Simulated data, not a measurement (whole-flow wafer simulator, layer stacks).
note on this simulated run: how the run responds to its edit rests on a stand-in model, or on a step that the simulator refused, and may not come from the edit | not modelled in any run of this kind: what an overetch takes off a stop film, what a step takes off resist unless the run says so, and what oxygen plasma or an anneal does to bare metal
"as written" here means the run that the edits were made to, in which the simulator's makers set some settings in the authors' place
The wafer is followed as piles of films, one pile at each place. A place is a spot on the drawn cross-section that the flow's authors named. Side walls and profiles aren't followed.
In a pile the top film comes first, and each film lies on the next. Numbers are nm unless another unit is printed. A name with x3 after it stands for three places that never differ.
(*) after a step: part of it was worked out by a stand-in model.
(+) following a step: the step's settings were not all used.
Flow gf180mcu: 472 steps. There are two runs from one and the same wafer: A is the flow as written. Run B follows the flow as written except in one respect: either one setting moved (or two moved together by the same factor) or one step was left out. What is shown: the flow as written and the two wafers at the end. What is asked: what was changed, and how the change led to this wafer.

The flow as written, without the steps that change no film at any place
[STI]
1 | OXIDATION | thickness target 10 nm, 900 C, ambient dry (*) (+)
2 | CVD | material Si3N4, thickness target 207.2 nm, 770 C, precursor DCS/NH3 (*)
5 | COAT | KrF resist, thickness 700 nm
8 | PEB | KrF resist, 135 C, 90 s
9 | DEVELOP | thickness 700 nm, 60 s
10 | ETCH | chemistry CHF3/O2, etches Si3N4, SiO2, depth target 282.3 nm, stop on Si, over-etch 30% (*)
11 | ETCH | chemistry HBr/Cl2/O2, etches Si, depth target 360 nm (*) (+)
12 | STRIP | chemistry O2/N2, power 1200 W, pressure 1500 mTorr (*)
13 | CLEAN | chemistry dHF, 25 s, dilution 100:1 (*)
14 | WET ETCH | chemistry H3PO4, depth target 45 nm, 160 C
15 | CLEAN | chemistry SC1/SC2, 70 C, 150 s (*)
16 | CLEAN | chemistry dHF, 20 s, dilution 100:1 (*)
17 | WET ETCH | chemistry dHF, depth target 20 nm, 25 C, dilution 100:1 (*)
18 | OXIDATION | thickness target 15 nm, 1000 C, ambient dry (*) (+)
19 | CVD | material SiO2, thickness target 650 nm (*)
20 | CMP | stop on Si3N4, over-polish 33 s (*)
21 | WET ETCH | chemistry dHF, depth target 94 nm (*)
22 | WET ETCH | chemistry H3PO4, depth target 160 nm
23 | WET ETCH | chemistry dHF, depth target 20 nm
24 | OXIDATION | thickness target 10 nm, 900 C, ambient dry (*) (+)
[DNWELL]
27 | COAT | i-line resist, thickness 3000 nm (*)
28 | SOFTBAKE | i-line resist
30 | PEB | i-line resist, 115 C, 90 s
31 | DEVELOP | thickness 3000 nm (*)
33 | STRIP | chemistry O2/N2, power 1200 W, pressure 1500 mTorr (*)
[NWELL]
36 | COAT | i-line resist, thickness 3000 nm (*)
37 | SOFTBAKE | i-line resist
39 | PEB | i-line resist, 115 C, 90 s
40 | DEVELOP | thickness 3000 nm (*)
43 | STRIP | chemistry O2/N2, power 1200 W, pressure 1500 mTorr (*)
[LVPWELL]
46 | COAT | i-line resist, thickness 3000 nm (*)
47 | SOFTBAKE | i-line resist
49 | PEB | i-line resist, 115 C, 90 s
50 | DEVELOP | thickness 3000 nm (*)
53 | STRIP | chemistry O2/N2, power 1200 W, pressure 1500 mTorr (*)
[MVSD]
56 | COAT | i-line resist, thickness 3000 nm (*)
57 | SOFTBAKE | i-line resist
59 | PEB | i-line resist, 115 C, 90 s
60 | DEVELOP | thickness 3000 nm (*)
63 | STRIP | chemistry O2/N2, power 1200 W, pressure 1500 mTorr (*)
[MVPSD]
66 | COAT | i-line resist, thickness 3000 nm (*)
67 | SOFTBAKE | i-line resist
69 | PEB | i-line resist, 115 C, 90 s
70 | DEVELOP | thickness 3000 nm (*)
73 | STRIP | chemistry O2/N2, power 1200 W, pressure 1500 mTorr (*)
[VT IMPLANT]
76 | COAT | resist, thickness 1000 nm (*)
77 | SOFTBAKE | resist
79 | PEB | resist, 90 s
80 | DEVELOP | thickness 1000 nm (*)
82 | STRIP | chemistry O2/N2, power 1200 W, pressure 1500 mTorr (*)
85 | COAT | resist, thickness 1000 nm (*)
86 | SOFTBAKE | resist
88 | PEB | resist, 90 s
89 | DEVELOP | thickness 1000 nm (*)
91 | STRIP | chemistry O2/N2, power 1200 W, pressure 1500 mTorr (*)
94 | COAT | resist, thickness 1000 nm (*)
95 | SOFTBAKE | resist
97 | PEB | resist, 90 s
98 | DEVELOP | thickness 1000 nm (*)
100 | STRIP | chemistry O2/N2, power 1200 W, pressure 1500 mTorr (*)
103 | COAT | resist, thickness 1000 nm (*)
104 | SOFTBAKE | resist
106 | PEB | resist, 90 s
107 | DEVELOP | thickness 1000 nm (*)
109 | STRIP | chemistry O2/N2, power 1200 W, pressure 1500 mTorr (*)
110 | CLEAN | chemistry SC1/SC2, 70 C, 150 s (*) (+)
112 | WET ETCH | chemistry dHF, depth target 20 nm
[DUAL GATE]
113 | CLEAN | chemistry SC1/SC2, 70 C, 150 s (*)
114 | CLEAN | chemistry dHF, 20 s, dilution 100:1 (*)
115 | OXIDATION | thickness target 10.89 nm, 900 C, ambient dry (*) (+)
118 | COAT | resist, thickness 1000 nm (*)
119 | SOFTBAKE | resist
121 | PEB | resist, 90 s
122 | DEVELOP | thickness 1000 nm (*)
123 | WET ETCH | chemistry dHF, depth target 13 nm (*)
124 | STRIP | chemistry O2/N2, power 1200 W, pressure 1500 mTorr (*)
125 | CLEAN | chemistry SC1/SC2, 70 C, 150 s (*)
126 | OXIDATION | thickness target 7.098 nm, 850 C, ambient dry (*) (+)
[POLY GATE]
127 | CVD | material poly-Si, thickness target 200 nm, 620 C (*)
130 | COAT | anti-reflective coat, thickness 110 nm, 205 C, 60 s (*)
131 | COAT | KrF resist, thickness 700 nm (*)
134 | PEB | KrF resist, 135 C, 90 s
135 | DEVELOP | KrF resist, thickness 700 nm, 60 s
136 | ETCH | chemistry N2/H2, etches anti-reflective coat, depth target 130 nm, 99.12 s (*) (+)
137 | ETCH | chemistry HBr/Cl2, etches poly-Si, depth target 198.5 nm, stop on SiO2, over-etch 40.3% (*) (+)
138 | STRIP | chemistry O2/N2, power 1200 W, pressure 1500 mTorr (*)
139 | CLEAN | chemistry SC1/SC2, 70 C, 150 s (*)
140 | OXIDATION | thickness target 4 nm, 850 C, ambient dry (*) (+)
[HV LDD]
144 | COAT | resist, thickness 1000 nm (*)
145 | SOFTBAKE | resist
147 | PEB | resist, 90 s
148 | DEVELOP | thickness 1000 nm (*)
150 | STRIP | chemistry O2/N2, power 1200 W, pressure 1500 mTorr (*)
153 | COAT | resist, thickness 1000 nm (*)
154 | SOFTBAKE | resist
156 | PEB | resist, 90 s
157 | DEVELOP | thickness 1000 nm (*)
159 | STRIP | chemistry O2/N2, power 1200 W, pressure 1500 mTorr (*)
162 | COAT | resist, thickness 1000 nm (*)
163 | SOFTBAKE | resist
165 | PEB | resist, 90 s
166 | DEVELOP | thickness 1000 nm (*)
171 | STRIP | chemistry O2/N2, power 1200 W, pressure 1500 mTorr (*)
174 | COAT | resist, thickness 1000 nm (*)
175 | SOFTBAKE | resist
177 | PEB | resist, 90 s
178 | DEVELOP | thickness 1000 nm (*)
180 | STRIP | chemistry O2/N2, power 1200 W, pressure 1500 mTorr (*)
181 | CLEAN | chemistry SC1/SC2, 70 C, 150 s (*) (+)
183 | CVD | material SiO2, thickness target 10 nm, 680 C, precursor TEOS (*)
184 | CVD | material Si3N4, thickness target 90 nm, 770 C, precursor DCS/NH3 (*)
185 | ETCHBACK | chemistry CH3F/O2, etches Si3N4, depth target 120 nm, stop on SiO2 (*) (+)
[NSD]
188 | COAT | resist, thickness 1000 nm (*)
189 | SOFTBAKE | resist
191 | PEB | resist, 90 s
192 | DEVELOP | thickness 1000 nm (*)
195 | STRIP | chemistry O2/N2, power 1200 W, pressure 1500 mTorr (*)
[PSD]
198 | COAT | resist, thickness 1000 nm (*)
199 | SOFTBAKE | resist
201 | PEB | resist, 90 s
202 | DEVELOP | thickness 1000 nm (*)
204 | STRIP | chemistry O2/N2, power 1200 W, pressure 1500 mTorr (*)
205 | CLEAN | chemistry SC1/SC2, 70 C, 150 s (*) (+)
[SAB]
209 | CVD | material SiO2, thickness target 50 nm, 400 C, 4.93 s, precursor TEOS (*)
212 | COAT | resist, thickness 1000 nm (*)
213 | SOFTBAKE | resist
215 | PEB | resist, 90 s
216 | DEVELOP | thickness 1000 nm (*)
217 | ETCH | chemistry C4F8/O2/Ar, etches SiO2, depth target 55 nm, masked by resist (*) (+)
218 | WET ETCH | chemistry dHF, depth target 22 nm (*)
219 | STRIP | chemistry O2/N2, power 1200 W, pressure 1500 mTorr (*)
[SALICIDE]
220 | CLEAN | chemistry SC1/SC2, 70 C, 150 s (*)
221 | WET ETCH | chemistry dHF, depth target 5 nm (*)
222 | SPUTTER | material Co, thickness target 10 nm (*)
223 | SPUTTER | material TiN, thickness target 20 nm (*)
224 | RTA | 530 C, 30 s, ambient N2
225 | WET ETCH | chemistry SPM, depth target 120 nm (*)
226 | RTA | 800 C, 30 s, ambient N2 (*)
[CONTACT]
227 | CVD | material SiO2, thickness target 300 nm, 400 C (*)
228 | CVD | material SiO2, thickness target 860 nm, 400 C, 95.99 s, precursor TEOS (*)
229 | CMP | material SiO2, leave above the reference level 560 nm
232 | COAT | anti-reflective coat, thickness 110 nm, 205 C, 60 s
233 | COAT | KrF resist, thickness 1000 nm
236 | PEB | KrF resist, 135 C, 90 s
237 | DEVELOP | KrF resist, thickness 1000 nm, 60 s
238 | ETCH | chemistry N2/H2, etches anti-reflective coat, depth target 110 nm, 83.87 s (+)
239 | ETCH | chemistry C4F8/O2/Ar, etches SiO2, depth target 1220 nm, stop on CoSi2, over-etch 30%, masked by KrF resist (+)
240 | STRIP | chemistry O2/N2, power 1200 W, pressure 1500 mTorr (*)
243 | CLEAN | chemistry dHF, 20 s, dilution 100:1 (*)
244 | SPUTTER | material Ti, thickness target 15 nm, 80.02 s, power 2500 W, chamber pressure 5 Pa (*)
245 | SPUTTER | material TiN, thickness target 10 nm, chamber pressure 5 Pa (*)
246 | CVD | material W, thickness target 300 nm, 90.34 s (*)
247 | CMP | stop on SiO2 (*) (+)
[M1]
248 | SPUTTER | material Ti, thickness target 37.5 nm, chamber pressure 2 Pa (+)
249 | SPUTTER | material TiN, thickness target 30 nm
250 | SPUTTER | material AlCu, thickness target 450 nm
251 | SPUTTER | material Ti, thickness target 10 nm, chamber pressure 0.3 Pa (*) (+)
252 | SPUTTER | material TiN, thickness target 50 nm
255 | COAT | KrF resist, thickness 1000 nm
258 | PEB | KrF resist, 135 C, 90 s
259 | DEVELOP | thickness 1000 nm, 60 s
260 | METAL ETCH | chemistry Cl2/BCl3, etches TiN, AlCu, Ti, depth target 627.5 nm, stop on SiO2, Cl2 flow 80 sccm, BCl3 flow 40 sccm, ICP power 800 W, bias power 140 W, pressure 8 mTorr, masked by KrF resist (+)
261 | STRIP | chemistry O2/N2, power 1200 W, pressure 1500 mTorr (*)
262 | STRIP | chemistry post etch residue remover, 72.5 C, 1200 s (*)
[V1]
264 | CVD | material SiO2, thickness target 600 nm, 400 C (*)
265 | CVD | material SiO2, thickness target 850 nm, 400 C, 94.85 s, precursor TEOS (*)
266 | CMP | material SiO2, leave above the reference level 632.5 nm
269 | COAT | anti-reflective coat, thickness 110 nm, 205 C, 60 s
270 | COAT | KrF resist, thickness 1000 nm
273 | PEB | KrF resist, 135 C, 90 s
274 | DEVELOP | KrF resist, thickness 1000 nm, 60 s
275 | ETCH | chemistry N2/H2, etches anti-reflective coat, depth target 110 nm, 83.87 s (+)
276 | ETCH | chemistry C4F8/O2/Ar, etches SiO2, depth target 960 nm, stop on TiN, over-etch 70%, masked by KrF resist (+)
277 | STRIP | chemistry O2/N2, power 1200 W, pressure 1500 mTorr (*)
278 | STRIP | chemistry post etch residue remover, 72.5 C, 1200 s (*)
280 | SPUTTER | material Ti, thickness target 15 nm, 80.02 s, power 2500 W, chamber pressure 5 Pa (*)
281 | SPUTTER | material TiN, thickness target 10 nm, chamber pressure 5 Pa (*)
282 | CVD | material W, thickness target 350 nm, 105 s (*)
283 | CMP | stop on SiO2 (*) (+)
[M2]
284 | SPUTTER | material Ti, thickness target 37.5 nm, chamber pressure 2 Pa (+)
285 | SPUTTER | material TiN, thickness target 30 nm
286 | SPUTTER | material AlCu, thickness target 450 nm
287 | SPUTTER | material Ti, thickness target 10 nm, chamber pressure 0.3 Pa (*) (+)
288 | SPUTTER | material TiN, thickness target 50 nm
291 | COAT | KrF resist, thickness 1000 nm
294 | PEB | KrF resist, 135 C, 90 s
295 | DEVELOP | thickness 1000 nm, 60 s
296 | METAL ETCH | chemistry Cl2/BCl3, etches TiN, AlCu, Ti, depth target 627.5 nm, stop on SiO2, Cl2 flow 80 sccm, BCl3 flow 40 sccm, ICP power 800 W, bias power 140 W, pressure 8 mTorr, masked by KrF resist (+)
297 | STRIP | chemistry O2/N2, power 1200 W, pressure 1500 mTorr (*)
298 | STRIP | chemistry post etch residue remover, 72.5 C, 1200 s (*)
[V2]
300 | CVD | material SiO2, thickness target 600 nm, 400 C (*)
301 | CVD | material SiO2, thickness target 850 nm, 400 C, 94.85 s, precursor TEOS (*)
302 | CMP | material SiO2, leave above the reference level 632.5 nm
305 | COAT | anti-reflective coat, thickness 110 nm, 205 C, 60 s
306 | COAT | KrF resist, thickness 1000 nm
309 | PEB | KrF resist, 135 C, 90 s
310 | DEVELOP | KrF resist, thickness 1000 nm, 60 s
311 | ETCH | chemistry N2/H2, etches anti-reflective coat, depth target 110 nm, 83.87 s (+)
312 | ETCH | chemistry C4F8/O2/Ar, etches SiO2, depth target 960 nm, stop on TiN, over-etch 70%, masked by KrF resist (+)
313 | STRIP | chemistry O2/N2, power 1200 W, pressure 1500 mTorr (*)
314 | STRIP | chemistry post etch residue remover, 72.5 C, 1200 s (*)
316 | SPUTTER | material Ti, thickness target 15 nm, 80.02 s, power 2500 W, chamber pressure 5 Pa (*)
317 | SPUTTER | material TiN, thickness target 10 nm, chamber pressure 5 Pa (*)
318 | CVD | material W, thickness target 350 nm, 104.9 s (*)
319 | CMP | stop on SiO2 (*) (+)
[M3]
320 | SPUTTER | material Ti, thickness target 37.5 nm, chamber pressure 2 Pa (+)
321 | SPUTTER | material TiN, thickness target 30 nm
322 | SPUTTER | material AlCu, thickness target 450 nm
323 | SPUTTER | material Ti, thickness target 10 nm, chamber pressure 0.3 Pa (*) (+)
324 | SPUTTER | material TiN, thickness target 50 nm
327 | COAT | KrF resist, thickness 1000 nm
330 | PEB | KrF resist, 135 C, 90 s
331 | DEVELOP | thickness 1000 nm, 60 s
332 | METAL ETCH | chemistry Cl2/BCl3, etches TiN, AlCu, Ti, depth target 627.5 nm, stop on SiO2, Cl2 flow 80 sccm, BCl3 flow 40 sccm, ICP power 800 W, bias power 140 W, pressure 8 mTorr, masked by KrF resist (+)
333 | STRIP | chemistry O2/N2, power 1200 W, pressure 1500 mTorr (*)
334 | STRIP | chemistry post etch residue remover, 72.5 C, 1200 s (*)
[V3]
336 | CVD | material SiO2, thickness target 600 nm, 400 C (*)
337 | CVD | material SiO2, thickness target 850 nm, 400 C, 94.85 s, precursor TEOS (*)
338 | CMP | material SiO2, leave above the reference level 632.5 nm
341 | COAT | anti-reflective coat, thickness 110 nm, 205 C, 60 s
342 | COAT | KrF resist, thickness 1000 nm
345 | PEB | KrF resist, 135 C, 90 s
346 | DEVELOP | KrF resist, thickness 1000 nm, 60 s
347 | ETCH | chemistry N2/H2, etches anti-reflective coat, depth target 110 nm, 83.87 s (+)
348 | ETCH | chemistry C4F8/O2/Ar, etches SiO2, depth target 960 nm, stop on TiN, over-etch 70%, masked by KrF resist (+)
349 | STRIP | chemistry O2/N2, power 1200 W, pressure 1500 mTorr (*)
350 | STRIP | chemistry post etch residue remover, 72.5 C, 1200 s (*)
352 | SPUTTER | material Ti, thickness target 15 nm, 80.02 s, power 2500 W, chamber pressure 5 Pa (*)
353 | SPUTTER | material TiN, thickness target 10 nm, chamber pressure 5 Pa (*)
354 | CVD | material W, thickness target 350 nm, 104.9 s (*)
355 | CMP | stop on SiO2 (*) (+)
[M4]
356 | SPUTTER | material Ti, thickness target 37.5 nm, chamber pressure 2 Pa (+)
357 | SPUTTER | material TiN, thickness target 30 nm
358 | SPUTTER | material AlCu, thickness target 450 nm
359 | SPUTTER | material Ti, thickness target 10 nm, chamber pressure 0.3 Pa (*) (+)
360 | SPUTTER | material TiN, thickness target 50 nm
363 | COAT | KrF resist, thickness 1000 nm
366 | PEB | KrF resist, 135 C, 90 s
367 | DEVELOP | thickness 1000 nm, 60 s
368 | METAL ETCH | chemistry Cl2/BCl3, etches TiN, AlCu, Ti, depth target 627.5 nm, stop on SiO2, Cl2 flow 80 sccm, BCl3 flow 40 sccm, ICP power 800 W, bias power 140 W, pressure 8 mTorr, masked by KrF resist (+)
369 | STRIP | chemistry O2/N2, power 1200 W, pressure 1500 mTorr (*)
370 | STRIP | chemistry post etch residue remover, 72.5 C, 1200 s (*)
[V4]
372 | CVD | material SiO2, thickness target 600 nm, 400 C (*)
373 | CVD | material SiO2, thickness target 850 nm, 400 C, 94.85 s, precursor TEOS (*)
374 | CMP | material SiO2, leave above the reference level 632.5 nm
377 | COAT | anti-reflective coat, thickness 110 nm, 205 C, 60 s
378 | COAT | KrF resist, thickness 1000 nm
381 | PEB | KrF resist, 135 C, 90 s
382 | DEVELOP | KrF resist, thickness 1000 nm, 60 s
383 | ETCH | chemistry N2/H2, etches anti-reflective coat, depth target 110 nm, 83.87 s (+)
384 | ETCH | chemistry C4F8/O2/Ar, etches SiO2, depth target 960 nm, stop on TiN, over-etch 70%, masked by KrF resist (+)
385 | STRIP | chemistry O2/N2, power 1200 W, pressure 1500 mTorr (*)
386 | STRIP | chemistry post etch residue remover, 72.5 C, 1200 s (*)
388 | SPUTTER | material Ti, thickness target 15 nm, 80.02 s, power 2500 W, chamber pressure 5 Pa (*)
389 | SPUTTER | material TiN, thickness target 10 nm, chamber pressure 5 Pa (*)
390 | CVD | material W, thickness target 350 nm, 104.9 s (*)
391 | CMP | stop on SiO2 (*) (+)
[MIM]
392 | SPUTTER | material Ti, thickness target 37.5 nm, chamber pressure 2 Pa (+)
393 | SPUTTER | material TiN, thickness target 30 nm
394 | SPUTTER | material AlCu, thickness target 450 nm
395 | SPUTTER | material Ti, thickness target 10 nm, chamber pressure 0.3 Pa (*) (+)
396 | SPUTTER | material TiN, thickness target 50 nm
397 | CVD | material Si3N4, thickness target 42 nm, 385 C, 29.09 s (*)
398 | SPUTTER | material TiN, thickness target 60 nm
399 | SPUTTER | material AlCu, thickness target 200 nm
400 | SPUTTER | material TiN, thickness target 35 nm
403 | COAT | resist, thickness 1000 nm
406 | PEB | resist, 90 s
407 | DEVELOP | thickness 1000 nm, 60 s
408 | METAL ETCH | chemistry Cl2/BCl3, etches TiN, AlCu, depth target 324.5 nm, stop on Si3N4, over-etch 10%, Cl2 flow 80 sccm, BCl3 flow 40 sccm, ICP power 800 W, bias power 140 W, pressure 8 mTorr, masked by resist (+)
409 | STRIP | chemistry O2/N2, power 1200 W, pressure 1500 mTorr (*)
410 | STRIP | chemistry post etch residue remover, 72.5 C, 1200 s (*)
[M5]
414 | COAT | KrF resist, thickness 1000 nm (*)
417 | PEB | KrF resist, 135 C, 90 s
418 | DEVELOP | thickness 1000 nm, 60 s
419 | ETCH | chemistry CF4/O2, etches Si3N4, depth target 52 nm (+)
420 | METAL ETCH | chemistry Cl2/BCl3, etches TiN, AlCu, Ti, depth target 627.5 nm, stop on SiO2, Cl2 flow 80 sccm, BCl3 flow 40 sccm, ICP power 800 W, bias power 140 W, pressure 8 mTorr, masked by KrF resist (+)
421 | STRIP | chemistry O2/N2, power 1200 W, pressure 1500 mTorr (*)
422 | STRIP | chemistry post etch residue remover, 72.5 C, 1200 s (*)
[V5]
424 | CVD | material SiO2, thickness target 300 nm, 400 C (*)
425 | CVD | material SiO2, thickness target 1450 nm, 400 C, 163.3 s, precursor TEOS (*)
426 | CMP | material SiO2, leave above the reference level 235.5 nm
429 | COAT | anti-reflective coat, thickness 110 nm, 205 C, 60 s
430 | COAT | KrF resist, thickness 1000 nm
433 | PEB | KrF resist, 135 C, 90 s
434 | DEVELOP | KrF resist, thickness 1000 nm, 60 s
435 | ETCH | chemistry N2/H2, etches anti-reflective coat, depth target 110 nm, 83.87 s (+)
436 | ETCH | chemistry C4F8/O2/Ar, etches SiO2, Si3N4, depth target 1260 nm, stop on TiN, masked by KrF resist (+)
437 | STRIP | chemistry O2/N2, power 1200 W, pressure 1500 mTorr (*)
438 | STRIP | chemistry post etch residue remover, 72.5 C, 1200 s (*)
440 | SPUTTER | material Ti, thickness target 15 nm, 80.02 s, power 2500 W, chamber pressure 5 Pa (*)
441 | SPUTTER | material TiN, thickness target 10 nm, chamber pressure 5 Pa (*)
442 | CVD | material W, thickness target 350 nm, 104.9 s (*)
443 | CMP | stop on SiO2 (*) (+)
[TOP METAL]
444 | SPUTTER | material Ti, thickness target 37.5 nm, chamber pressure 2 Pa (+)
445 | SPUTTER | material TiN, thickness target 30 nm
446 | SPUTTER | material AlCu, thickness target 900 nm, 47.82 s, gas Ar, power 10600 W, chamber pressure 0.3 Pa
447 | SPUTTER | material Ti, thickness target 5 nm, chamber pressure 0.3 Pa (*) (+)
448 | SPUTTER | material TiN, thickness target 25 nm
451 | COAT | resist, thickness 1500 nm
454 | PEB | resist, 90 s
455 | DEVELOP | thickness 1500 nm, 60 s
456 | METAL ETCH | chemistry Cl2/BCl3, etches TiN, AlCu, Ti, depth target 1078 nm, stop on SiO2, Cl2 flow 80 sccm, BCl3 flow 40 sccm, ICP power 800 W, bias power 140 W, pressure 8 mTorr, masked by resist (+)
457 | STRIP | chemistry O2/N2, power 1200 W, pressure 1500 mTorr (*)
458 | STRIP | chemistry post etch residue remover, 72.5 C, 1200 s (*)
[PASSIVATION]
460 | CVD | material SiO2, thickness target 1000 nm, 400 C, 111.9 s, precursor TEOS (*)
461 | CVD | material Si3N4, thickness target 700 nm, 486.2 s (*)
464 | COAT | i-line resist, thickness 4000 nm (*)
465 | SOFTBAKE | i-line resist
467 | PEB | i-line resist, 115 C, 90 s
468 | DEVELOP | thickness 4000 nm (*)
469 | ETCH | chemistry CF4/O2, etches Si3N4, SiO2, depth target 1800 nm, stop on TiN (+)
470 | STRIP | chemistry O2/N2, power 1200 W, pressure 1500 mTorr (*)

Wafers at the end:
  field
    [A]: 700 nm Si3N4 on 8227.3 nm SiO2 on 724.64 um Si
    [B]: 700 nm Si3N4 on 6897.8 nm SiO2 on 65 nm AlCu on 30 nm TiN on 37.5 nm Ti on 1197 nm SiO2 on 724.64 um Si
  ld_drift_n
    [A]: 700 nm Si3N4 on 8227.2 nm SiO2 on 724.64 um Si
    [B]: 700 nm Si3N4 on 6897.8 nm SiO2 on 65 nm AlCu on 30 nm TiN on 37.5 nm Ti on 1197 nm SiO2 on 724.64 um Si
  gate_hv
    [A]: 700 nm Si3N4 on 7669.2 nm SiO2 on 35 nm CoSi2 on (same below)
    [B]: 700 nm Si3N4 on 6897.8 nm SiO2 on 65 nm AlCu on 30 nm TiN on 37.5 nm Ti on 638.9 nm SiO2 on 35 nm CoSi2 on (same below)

What caused this: step 260, METAL ETCH: depth target 439.3 nm was run, while the flow as written has depth target 627.5 nm.

Step by step, how the change led to this:
  260 | METAL ETCH | chemistry Cl2/BCl3, etches TiN, AlCu, Ti, depth target 627.5 nm, stop on SiO2, Cl2 flow 80 sccm, BCl3 flow 40 sccm, ICP power 800 W, bias power 140 W, pressure 8 mTorr, masked by KrF resist (+)
      field, field__w1, field__w2 and 99 more: A TiN loses 50 (all of it), Ti loses 10 (all of it), AlCu loses 450 (all of it), TiN loses 30 (all of it), Ti loses 37.5 (all of it) | B TiN loses 50 (all of it), Ti loses 10 (all of it), AlCu loses 379.3
      field__w8, contact, m1 and 6 more: A KrF resist loses 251 | B KrF resist loses 175.7
  261 | STRIP | chemistry O2/N2, power 1200 W, pressure 1500 mTorr (*)
      field__w8, contact, m1 and 6 more: A KrF resist loses 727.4 (all of it) | B KrF resist loses 802.7 (all of it)
  262 | STRIP | chemistry post etch residue remover, 72.5 C, 1200 s (*)
      field, field__w1, field__w2 and 99 more: A nothing | B AlCu loses 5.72
  264 | CVD | material SiO2, thickness target 600 nm, 400 C (*)
      field, field__w1, field__w2 and 99 more: A SiO2 gains 600 | B SiO2 gains 600 (new film)
  266 | CMP | material SiO2, leave above the reference level 632.5 nm
      field, field__w1, field__w2 and 99 more: A SiO2 loses 300 | B SiO2 loses 432.5
Taking metal films that touch as one body, field has 1 body; the flow as written gives 0 bodies.
Taking metal films that touch as one body, ld_drift_n has 1 body; the flow as written gives 0 bodies.
Taking metal films that touch as one body, gate_hv has 2 bodies (between them, from the top down: SiO2 638.9); the flow as written gives 1 body.
